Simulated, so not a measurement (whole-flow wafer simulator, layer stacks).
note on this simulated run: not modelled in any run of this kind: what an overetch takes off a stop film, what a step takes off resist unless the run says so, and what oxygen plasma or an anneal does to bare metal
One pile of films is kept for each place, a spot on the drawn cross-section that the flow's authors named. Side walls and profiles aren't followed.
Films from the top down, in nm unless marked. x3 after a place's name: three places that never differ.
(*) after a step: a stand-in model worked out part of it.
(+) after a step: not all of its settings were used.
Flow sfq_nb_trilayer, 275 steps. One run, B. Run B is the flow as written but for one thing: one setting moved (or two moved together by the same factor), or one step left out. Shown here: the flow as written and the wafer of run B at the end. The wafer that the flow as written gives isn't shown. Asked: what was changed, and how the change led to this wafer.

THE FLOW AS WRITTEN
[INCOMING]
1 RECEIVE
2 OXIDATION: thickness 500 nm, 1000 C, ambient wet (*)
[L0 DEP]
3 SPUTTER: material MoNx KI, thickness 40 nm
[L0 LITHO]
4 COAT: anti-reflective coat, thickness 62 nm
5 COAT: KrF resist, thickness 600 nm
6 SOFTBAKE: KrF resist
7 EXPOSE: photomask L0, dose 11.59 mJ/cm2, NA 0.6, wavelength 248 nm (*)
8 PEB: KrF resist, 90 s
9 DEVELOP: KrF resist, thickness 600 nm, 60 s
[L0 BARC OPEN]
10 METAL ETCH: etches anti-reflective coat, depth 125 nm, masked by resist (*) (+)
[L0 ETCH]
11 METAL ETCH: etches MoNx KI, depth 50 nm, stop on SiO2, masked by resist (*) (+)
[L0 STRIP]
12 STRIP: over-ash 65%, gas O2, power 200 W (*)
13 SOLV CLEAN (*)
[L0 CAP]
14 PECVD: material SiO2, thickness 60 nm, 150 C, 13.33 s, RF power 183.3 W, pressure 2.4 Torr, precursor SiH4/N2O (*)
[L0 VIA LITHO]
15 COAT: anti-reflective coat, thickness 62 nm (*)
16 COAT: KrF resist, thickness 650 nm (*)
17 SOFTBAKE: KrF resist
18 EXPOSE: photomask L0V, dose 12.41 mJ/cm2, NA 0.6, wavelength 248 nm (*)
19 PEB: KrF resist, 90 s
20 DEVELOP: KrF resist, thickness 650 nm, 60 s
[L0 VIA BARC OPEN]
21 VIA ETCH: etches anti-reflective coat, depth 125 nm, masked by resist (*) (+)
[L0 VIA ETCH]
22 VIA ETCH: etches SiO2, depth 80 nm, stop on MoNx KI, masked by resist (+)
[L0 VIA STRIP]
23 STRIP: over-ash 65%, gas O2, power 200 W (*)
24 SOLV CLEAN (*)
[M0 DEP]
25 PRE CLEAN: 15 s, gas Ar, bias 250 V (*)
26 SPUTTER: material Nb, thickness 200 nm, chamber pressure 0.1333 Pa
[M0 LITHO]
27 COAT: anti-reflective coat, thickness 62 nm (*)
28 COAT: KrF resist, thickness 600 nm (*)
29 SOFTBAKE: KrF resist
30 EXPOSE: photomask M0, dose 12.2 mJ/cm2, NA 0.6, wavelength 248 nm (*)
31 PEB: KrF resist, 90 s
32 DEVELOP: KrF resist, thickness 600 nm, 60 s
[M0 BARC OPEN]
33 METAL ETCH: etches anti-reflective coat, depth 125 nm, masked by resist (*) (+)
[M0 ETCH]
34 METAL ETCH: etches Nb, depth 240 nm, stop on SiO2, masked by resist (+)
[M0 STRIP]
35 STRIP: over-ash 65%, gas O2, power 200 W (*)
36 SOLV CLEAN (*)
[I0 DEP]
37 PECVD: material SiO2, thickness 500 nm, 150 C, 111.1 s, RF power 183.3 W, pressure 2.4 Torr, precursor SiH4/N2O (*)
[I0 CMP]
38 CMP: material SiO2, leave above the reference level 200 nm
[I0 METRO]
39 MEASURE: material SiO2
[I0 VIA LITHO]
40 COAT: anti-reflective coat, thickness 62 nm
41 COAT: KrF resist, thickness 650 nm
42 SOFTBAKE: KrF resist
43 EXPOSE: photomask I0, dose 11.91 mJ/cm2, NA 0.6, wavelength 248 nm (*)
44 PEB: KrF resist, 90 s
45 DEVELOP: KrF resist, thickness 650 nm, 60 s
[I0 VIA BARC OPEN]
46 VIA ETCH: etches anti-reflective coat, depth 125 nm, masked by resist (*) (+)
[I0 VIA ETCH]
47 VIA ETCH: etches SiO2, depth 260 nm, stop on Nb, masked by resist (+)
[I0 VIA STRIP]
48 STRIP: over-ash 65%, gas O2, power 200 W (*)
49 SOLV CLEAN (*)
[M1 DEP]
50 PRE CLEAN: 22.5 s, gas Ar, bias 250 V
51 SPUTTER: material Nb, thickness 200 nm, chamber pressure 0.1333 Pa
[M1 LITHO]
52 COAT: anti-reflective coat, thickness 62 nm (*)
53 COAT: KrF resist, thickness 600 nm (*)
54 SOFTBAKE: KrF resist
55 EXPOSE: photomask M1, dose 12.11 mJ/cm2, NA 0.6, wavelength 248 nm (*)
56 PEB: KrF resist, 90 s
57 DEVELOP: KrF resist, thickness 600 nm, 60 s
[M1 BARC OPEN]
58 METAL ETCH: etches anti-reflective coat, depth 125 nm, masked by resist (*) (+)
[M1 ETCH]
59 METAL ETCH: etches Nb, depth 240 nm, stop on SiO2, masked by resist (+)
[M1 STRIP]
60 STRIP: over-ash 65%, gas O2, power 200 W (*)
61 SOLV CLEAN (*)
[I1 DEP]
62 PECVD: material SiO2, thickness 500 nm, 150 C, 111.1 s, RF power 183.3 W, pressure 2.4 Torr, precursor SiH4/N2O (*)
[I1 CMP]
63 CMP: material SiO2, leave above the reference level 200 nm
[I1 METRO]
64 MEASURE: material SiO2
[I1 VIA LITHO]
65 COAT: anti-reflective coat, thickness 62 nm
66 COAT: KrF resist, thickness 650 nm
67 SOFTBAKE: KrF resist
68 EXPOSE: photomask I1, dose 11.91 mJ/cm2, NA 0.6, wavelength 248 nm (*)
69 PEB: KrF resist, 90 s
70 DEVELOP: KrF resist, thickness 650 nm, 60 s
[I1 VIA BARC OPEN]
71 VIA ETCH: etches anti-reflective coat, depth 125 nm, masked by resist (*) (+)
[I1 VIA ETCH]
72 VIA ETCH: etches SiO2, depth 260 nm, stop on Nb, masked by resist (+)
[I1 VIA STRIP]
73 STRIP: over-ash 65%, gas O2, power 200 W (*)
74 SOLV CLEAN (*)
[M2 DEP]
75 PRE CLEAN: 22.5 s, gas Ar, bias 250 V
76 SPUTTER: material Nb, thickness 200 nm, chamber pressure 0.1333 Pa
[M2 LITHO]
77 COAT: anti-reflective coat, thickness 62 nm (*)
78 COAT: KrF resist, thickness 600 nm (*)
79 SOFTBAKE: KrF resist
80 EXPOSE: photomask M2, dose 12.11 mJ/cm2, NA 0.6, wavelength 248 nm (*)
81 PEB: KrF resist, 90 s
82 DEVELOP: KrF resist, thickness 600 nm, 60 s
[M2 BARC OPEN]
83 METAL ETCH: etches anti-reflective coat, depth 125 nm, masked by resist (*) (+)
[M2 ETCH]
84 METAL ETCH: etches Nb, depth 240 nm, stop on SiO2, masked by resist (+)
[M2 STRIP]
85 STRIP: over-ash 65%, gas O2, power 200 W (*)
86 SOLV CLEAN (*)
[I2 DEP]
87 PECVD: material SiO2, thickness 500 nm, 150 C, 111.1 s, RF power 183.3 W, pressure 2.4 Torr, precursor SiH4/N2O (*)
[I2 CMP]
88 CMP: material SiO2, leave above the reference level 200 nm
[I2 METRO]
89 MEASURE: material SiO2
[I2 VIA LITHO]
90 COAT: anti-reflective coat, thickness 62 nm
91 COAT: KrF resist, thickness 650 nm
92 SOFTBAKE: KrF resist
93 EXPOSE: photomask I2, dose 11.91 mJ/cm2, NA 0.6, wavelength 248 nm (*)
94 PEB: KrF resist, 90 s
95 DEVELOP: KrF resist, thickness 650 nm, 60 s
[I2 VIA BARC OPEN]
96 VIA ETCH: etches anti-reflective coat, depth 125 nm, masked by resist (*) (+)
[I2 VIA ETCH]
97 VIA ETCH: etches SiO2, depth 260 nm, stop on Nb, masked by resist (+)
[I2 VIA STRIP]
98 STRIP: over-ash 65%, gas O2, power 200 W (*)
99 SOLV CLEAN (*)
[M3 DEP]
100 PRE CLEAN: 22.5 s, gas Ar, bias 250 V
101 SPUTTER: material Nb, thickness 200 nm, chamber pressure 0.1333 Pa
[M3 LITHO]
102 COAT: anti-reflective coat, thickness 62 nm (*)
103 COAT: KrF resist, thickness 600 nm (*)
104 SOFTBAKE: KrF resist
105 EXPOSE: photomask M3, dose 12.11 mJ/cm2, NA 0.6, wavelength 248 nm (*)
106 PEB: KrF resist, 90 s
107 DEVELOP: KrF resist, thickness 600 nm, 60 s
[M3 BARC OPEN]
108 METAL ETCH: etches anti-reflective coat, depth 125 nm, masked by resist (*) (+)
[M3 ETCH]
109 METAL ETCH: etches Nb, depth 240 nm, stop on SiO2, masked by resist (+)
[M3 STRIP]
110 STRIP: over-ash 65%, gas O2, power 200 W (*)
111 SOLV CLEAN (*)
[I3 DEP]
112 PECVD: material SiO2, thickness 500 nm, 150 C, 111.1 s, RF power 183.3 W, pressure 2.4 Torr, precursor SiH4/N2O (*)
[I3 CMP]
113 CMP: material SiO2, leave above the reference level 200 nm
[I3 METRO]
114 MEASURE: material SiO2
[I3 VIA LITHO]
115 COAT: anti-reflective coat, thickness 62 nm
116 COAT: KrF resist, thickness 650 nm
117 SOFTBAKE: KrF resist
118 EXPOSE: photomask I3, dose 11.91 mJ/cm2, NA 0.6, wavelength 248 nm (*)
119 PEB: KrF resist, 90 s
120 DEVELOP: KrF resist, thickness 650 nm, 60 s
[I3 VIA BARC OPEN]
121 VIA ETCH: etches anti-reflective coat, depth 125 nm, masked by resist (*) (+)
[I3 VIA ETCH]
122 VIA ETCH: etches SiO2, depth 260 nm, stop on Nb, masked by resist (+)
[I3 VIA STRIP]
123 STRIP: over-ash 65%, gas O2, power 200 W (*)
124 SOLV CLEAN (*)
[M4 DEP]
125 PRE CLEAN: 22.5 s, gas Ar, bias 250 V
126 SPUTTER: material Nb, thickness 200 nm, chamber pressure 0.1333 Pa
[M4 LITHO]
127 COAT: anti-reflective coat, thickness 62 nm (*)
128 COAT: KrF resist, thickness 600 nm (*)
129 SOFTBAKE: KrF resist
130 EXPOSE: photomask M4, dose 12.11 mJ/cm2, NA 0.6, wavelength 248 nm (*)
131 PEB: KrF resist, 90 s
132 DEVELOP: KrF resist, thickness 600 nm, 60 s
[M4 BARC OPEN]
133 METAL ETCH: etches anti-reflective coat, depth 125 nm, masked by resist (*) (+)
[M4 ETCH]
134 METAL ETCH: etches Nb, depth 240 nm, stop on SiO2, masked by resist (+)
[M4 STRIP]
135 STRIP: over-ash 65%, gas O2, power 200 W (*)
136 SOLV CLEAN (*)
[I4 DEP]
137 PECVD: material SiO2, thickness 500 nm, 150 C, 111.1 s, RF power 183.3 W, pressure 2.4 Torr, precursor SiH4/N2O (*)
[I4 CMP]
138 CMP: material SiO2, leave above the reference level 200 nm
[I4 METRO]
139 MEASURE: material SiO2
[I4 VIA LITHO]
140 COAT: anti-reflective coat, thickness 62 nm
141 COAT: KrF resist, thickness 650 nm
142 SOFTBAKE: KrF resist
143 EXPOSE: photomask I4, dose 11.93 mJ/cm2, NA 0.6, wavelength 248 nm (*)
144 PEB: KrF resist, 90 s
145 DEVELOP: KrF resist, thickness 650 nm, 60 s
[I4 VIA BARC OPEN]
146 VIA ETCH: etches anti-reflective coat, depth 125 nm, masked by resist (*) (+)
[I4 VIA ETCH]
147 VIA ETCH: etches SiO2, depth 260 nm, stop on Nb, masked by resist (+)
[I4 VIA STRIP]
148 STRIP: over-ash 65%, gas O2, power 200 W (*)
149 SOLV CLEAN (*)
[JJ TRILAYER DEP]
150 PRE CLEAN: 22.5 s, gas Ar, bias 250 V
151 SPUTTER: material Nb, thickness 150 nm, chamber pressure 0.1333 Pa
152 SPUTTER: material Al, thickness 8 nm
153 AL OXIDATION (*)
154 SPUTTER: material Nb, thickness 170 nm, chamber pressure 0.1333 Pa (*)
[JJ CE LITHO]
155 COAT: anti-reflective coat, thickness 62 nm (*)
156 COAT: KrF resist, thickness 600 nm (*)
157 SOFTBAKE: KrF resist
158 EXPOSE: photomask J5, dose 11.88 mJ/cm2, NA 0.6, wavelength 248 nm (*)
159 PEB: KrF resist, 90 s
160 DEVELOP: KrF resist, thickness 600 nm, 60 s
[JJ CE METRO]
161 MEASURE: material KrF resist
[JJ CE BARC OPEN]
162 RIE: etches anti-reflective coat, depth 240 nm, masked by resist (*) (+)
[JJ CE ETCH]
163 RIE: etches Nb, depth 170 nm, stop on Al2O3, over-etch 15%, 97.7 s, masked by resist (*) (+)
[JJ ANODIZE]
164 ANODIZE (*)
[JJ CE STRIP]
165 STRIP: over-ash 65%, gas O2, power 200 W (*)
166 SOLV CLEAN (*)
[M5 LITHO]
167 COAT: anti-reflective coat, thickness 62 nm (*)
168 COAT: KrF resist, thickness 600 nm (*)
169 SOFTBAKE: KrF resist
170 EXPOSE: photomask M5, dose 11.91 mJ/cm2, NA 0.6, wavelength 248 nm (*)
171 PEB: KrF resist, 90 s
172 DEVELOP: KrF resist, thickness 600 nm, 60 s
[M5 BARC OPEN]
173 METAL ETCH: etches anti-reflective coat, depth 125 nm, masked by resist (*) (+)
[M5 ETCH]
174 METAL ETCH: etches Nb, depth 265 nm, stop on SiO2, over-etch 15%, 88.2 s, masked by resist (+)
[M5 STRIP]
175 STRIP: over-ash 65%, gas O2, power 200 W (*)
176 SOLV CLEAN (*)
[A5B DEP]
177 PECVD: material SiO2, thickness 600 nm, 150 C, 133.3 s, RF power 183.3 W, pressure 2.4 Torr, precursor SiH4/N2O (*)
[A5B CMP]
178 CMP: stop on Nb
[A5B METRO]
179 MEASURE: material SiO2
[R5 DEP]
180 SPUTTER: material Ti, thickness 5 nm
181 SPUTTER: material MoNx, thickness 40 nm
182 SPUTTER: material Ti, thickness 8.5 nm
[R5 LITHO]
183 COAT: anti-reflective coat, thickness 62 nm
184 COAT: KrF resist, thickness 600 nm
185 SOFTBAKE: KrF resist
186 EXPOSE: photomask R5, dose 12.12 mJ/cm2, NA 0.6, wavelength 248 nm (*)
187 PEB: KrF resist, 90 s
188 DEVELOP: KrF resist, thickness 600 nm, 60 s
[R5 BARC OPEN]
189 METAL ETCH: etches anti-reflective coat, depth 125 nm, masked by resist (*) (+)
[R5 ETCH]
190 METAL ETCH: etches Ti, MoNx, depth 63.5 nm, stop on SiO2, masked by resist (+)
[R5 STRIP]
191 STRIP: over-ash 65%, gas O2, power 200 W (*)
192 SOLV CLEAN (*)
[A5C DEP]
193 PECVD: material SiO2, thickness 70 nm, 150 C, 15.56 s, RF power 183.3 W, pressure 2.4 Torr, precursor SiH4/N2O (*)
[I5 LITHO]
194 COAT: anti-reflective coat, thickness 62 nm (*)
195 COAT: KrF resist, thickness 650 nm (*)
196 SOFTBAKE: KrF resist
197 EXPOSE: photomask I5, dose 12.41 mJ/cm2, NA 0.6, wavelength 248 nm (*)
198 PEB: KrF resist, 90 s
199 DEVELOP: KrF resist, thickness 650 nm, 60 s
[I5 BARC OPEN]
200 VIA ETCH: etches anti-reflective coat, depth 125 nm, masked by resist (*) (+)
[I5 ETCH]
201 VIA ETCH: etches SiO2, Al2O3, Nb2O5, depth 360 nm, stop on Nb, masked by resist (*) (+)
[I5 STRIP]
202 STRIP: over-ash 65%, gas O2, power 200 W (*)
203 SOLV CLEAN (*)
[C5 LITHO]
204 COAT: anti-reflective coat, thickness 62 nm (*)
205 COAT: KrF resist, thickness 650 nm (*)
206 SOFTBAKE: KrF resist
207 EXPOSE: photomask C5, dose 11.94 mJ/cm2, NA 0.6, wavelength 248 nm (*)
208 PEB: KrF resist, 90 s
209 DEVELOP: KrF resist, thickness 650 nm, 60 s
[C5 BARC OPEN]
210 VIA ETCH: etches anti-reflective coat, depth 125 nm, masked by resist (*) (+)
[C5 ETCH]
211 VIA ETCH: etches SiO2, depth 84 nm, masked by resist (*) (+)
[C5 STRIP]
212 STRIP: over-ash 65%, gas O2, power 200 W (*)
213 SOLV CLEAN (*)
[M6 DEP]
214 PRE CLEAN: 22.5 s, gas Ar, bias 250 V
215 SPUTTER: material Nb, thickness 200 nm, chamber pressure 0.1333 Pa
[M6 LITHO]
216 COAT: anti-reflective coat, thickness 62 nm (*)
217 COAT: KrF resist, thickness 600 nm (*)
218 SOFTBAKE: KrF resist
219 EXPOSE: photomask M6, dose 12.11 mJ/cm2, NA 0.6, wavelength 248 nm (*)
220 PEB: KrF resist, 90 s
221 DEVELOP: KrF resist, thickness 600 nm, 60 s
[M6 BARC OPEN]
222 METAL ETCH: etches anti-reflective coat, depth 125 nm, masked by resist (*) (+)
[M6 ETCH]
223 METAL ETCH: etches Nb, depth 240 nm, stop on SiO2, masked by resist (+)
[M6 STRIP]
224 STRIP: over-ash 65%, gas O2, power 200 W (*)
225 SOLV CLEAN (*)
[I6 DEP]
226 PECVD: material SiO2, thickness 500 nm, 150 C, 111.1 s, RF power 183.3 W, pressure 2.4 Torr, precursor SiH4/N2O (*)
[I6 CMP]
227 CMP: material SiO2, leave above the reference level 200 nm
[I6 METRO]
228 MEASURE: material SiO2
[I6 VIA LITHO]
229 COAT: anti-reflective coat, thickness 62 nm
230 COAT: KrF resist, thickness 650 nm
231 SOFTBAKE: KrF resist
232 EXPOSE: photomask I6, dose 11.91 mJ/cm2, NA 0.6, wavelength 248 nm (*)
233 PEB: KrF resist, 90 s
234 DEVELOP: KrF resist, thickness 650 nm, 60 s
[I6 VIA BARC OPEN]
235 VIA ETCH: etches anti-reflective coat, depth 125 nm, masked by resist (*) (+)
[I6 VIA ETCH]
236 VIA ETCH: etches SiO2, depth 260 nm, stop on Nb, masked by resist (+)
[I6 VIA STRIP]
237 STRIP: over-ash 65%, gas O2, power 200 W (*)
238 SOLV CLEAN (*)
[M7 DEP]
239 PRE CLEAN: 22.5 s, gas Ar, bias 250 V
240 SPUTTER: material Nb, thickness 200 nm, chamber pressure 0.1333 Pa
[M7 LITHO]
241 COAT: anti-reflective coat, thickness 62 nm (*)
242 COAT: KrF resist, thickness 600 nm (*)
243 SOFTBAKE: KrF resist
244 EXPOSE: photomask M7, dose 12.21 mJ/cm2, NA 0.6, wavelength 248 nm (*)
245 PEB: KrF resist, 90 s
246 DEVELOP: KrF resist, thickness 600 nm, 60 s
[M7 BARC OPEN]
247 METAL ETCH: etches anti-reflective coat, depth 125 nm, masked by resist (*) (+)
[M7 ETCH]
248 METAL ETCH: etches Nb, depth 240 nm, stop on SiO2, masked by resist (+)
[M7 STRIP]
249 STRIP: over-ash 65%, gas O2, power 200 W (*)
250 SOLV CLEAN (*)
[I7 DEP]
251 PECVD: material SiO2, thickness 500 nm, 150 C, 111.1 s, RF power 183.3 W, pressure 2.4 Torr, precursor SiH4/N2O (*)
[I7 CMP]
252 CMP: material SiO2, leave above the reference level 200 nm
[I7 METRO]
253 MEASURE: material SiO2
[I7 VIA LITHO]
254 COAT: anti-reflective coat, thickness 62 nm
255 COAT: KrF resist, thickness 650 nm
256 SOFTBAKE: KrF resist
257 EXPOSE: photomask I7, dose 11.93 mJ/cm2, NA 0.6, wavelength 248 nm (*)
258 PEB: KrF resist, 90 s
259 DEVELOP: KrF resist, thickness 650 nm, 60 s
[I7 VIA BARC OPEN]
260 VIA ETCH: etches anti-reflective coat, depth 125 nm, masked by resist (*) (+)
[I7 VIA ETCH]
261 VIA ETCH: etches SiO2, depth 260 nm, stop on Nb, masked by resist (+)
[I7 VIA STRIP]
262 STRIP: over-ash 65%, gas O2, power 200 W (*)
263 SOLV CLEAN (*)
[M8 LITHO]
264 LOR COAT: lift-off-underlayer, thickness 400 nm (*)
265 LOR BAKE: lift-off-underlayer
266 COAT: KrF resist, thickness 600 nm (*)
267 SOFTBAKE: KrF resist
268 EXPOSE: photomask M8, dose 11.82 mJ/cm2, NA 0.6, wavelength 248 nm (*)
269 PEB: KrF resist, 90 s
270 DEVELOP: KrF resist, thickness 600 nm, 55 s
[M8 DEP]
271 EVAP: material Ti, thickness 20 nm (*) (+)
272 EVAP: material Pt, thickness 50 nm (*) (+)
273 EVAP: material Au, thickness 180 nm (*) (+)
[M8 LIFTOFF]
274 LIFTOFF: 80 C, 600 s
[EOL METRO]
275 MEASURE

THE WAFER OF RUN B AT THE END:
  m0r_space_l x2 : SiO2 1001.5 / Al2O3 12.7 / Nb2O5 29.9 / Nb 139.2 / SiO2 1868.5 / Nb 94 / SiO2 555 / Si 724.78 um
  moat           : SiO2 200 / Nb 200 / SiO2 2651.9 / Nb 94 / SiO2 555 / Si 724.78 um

The cause: step 34, METAL ETCH: depth 106 nm was run, where the flow has depth 240 nm.

How the change led to this, step by step:
  34 METAL ETCH: etches Nb, depth 240 nm, stop on SiO2, masked by resist (+)
      moat, m0r_space_l x2: Nb -106 (as written it would be: Nb -200 (all of it))
      field_l, v_sur, via_wl and 100 more: KrF resist -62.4 (as written it would be: KrF resist -141.2)
  35 STRIP: over-ash 65%, gas O2, power 200 W (*)
      p4_fl, p4_fm, p4_w1 and 68 more: KrF resist -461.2 (all of it), anti-reflective coat -62 (all of it) (as written it would be: KrF resist -382.4 (all of it), anti-reflective coat -62 (all of it))
      jj_sur, ce_l, r_end: KrF resist -467.9 (all of it), anti-reflective coat -63.6 (all of it) (as written it would be: KrF resist -389.1 (all of it), anti-reflective coat -63.6 (all of it))
      (and at 29 more places)
  37 PECVD: material SiO2, thickness 500 nm, 150 C, 111.1 s, RF power 183.3 W, pressure 2.4 Torr, precursor SiH4/N2O (*)
      moat, m0r_space_l x2: SiO2 +500 (new film) (as written it would be: SiO2 +557.1)
  38 CMP: material SiO2, leave above the reference level 200 nm
      moat, m0r_space_l x2: SiO2 -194 (as written it would be: SiO2 -157.1)
Counting metal films that touch as one body, m0r_space_l x2 has 2 bodies (between them, from the top down: SiO2 1868.5); the flow as written gives 1 body.
Counting metal films that touch as one body, moat has 2 bodies (between them, from the top down: SiO2 2651.9); the flow as written gives 1 body.
